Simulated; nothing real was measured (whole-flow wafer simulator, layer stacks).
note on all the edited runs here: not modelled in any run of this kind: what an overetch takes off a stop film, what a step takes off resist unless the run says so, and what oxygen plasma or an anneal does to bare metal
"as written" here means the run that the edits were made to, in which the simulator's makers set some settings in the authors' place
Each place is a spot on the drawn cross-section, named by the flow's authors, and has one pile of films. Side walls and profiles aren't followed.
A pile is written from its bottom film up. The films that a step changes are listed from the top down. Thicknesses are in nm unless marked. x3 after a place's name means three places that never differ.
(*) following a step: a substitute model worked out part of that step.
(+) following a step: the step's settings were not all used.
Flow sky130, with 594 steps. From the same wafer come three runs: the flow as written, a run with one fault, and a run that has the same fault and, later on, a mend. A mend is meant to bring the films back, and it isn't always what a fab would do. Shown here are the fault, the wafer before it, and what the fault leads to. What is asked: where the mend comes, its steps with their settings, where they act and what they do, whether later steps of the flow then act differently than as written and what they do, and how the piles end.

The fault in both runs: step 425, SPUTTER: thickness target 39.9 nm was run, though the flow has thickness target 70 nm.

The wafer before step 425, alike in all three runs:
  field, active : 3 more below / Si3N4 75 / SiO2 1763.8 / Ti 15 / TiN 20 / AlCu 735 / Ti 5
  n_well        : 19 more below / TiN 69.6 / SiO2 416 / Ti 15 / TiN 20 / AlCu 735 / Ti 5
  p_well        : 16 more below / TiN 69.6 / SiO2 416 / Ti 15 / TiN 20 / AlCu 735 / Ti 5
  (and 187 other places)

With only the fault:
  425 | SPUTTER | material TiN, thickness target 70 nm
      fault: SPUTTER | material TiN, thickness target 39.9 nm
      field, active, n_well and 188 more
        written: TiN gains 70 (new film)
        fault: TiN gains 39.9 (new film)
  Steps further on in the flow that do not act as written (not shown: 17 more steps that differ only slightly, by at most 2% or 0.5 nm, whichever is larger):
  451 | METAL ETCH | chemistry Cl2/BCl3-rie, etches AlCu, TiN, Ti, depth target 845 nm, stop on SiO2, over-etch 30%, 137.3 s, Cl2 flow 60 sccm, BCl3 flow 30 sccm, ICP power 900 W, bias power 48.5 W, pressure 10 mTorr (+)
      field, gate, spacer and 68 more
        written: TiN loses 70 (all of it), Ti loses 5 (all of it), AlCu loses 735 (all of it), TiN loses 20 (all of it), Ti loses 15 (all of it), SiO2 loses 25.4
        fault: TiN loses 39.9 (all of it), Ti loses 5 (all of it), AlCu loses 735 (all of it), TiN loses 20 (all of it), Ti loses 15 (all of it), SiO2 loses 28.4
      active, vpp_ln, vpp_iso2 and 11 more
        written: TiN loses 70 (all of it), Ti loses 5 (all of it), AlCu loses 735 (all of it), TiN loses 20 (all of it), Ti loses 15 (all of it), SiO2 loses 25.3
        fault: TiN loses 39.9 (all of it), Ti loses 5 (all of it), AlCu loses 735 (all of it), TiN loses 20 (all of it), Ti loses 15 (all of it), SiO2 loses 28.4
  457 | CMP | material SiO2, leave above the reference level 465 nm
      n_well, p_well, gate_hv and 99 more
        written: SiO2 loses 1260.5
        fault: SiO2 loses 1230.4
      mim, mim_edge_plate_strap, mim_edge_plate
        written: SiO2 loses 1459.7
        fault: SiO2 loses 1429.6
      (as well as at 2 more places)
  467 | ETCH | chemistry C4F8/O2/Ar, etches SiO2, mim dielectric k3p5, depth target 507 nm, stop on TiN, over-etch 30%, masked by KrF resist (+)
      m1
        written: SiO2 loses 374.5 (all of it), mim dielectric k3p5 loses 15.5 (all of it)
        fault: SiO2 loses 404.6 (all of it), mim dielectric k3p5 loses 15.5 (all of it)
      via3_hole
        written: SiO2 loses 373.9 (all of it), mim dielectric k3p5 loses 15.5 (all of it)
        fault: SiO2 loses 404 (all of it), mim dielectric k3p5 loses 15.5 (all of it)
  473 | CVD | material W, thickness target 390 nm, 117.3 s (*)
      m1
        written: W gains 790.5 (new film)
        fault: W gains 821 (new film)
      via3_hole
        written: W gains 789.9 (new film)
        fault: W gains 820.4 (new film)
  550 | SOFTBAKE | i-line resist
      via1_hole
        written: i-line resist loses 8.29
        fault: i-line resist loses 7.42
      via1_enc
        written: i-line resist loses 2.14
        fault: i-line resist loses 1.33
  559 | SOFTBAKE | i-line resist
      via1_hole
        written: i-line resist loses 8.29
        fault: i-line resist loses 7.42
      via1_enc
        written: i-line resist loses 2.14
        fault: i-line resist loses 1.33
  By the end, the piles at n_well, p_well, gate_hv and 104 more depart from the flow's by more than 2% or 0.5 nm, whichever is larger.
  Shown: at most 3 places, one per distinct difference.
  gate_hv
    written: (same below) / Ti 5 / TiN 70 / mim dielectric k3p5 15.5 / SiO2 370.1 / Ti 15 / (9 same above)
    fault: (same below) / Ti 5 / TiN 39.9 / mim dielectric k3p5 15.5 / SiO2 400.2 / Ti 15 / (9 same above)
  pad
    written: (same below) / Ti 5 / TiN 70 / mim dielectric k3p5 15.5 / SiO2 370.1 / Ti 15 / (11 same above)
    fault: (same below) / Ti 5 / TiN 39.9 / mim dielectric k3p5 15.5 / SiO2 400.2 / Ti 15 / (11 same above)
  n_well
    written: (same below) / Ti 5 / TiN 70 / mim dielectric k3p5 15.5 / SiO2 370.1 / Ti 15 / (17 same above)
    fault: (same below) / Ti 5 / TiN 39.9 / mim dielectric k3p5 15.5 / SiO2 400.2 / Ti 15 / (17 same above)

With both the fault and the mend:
  The mend follows step 425.
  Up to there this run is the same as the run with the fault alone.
  425a | SPUTTER | material TiN, thickness target 30.1 nm (the flow's step 425, run once more with other settings)
      field, active, n_well and 188 more
        TiN gains 30.1
  Every later step of the flow that is run acts as written at every place that is followed.
  At every place that both follow, the piles at the end match the flow's.
